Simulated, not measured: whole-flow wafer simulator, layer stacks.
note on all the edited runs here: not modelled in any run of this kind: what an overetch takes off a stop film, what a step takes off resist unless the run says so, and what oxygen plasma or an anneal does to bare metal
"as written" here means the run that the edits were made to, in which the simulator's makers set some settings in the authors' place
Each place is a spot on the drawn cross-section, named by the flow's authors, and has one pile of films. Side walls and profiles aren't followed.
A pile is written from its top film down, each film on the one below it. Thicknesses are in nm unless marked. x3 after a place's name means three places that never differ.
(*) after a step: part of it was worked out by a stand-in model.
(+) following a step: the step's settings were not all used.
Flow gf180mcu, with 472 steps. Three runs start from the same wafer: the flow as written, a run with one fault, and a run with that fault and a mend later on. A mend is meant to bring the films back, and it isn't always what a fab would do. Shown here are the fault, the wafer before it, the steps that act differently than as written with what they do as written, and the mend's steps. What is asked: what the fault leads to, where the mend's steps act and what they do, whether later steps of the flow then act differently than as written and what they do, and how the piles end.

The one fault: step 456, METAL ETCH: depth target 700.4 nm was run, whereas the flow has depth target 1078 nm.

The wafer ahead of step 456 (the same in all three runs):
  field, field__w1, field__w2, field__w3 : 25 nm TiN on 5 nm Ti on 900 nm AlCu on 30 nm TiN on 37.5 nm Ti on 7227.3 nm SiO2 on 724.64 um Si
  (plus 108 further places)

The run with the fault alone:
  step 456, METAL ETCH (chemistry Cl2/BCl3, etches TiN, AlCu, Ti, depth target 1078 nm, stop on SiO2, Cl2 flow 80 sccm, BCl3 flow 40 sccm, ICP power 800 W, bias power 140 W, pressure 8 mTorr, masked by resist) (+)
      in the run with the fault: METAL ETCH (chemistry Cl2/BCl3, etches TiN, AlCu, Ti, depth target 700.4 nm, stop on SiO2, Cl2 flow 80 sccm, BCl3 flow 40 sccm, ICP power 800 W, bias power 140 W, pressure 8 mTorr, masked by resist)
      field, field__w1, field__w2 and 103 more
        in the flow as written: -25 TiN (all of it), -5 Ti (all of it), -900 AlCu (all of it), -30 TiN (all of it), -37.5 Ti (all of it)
        in the run with the fault: -25 TiN (all of it), -5 Ti (all of it), -670.4 AlCu
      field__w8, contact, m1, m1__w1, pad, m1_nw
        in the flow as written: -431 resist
        in the run with the fault: -280.2 resist
  Steps later in the flow that act otherwise than as written:
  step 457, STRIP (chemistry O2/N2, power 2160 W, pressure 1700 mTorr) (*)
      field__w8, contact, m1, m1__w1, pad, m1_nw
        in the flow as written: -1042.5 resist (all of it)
        in the run with the fault: -1193.3 resist (all of it)
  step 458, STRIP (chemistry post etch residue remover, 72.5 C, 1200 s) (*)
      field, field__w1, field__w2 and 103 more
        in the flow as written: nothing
        in the run with the fault: -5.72 AlCu
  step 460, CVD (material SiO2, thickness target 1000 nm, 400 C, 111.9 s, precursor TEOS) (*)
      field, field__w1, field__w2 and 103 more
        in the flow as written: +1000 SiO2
        in the run with the fault: +1000 SiO2 (new film)
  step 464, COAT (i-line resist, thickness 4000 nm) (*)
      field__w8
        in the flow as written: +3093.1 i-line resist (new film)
        in the run with the fault: +3352.3 i-line resist (new film)
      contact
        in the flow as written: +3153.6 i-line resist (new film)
        in the run with the fault: +3386.3 i-line resist (new film)
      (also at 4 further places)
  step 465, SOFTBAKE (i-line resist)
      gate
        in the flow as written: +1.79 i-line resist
        in the run with the fault: -0.63 i-line resist
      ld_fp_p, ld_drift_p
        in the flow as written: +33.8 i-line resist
        in the run with the fault: +20.6 i-line resist
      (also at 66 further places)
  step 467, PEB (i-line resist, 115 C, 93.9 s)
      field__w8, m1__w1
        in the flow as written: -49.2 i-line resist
        in the run with the fault: -54.5 i-line resist
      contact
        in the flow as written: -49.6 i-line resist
        in the run with the fault: -54.7 i-line resist
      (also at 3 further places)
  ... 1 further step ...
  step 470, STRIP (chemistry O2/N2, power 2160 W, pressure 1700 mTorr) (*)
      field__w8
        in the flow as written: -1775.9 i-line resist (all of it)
        in the run with the fault: -2055.2 i-line resist (all of it)
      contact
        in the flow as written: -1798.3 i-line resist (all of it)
        in the run with the fault: -2068.1 i-line resist (all of it)
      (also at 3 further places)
  By the end, the piles at field, field__w1, field__w2 and 103 more depart from the flow's by more than 2% or 0.5 nm, whichever is larger.
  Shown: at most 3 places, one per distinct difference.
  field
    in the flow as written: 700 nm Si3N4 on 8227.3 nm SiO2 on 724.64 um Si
    in the run with the fault: 700 nm Si3N4 on 1000 nm SiO2 on 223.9 nm AlCu on 30 nm TiN on 37.5 nm Ti on 7227.3 nm SiO2 on 724.64 um Si
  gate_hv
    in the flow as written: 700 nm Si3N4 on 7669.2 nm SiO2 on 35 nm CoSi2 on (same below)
    in the run with the fault: 700 nm Si3N4 on 1000 nm SiO2 on 223.9 nm AlCu on 30 nm TiN on 37.5 nm Ti on 6669.2 nm SiO2 on 35 nm CoSi2 on (same below)
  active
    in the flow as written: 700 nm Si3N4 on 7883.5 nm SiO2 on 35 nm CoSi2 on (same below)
    in the run with the fault: 700 nm Si3N4 on 1000 nm SiO2 on 223.9 nm AlCu on 30 nm TiN on 37.5 nm Ti on 6883.5 nm SiO2 on 35 nm CoSi2 on (same below)

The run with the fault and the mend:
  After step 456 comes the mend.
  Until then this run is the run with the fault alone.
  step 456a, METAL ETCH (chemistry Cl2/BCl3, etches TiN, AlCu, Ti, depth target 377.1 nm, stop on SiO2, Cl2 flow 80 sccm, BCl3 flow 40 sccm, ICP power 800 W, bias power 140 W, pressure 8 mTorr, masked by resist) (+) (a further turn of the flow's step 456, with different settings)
      field, field__w1, field__w2 and 103 more
        -229.6 AlCu (all of it), -30 TiN (all of it), -37.5 Ti (all of it)
      field__w8, contact, m1, m1__w1, pad, m1_nw
        -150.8 resist
  None of the later steps of the flow acts differently than as written at any place that is followed.
  At every place that both follow, the piles at the end match the flow's.
